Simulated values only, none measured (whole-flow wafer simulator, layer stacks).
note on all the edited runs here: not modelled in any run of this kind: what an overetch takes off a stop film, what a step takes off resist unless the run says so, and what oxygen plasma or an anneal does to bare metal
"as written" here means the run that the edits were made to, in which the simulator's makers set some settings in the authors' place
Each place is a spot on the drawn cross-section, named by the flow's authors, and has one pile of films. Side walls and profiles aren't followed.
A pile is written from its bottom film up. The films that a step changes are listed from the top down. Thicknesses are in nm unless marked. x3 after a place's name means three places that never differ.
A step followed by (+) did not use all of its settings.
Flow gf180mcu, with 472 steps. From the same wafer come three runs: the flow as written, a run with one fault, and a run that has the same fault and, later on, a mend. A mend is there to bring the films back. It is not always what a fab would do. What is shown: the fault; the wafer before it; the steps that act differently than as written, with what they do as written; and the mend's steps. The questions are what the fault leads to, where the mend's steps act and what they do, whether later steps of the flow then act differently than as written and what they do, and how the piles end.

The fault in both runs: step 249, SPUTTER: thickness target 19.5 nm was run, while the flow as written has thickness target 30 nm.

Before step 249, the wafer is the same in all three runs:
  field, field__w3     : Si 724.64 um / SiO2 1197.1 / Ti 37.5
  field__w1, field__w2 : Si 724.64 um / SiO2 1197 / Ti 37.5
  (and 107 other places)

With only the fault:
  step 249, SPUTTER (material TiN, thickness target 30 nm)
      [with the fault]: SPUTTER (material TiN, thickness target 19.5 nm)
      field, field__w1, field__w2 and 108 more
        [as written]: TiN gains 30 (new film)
        [with the fault]: TiN gains 19.5 (new film)
  Later steps of the flow acting differently than as written:
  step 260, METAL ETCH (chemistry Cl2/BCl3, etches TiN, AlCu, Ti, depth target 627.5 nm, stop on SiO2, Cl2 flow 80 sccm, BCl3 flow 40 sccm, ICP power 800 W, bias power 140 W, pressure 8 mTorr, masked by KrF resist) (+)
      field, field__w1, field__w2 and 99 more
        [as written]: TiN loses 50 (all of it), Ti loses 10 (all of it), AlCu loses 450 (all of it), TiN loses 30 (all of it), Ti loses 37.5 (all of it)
        [with the fault]: TiN loses 50 (all of it), Ti loses 10 (all of it), AlCu loses 450 (all of it), TiN loses 19.5 (all of it), Ti loses 37.5 (all of it)
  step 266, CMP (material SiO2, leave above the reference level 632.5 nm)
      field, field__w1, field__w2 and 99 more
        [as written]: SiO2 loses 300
        [with the fault]: SiO2 loses 310.5
  By the end, the piles at field__w8, contact, m1 and 6 more depart from the flow's by more than 2% or 0.5 nm, whichever is larger.
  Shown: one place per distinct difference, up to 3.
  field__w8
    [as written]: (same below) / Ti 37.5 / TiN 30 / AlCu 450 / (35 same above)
    [with the fault]: (same below) / Ti 37.5 / TiN 19.5 / AlCu 450 / (35 same above)
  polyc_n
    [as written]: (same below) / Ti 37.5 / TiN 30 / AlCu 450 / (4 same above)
    [with the fault]: (same below) / Ti 37.5 / TiN 19.5 / AlCu 450 / (4 same above)
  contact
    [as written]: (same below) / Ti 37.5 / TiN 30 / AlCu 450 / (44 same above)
    [with the fault]: (same below) / Ti 37.5 / TiN 19.5 / AlCu 450 / (44 same above)

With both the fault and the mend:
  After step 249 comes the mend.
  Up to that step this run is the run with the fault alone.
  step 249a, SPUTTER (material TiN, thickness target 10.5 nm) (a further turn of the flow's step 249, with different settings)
      field, field__w1, field__w2 and 108 more
        TiN gains 10.5
  None of the later steps of the flow acts differently than as written at any place that is followed.
  The piles end the same as the flow's at every place that both follow.
